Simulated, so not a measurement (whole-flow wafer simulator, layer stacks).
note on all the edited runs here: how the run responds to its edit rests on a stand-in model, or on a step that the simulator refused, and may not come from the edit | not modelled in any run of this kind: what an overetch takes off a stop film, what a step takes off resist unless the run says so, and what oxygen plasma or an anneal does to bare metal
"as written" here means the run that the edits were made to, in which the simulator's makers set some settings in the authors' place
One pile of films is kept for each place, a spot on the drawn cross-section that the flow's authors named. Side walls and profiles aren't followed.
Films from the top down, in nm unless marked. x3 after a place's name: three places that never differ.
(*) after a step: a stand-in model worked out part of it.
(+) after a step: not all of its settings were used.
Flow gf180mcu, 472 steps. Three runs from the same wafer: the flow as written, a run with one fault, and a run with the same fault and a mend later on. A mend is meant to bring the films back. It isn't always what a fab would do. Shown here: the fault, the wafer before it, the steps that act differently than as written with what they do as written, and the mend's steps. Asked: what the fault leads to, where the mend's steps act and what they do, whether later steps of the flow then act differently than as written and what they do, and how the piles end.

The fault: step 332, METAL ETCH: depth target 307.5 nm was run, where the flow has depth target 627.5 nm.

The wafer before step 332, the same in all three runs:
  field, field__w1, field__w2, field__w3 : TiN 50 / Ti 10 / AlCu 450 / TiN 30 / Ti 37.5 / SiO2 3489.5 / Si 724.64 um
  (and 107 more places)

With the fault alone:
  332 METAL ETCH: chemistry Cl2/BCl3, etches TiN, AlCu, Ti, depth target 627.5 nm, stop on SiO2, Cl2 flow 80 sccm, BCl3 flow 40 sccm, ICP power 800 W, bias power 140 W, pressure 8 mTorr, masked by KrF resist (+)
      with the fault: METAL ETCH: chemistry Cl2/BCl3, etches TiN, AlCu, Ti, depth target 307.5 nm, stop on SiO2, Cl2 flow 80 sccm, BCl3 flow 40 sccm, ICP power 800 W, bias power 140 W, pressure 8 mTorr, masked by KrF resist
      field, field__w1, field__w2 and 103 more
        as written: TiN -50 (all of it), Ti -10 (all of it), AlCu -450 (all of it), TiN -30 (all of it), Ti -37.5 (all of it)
        with the fault: TiN -50 (all of it), Ti -10 (all of it), AlCu -247.5
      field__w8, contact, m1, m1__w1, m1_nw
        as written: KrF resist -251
        with the fault: KrF resist -123
  Later steps of the flow that act differently than as written:
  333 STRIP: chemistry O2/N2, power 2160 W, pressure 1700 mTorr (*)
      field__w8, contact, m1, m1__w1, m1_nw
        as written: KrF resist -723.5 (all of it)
        with the fault: KrF resist -851.5 (all of it)
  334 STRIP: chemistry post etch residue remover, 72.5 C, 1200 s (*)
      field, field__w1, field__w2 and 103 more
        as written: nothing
        with the fault: AlCu -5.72
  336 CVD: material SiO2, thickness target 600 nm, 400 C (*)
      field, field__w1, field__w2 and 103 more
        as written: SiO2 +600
        with the fault: SiO2 +600 (new film)
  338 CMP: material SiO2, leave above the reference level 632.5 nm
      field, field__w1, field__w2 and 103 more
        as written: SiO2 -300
        with the fault: SiO2 -564.3
  At the end the piles differ from the flow's by more than 2% or 0.5 nm, whichever is larger, at field, field__w1, field__w2 and 104 more.
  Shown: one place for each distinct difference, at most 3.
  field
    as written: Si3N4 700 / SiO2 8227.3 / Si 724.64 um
    with the fault: Si3N4 700 / SiO2 4473.5 / AlCu 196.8 / TiN 30 / Ti 37.5 / SiO2 3489.5 / Si 724.64 um
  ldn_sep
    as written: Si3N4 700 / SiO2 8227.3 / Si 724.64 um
    with the fault: Si3N4 700 / SiO2 4473.5 / AlCu 196.8 / TiN 30 / Ti 37.5 / SiO2 3489.4 / Si 724.64 um
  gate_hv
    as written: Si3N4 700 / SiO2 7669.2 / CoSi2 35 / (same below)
    with the fault: Si3N4 700 / SiO2 4473.5 / AlCu 196.8 / TiN 30 / Ti 37.5 / SiO2 2931.3 / CoSi2 35 / (same below)

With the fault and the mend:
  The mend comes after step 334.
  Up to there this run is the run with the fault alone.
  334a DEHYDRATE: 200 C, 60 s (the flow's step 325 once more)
      changes no film at any place that is followed
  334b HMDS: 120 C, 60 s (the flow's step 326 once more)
      changes no film at any place that is followed
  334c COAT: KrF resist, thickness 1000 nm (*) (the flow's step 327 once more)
      iso_ptap_pw, iso_ntap_nw, iso_nw_fld and 33 more
        KrF resist +1000 (new film)
      field__w5, field__w6, field__w9 and 15 more
        KrF resist +1002 (new film)
      field__w10, field_sub, field_sub__w1 and 12 more
        KrF resist +1002.1 (new film)
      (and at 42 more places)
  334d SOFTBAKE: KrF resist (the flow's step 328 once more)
      changes no film at any place that is followed
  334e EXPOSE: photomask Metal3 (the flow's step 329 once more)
      changes no film at any place that is followed
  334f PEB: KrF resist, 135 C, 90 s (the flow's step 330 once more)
      field__w1, field__w2, field__w3 and 58 more
        KrF resist -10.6
      iso_ptap_pw, iso_ntap_nw, iso_nw_fld and 33 more
        KrF resist -10.5
      sd_p, gate_p, nw_sep_fld, polyc_n
        KrF resist -10.7
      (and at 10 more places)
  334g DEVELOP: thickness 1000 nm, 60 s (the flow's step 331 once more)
      iso_ptap_pw, iso_ntap_nw, iso_nw_fld and 33 more
        KrF resist -989.5 (all of it)
      field__w6, field_sub__w2, field_sub__w4 and 14 more
        KrF resist -991.4 (all of it)
      field__w5, field__w9, field__w10 and 9 more
        KrF resist -991.5 (all of it)
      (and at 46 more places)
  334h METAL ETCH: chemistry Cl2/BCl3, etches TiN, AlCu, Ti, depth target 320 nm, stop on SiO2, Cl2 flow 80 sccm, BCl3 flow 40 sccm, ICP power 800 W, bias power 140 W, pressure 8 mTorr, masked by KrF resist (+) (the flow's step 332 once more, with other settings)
      field, field__w1, field__w2 and 103 more
        AlCu -196.8 (all of it), TiN -30 (all of it), Ti -37.5 (all of it)
      field__w8, contact, m1, m1__w1, m1_nw
        KrF resist -128
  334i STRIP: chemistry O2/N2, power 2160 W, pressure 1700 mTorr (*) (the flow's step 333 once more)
      field__w8
        KrF resist -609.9 (all of it)
      contact
        KrF resist -608.2 (all of it)
      m1
        KrF resist -609.8 (all of it)
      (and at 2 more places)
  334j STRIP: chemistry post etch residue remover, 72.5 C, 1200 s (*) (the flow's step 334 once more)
      field__w8, contact, m1, m1__w1, m1_nw
        TiN -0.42
  No later step of the flow acts differently than as written, at any place that is followed, by more than 2% or 0.5 nm, whichever is larger.
  At the end the piles differ from the flow's only slightly at the places that both follow, by at most 2% or 0.5 nm, whichever is larger.
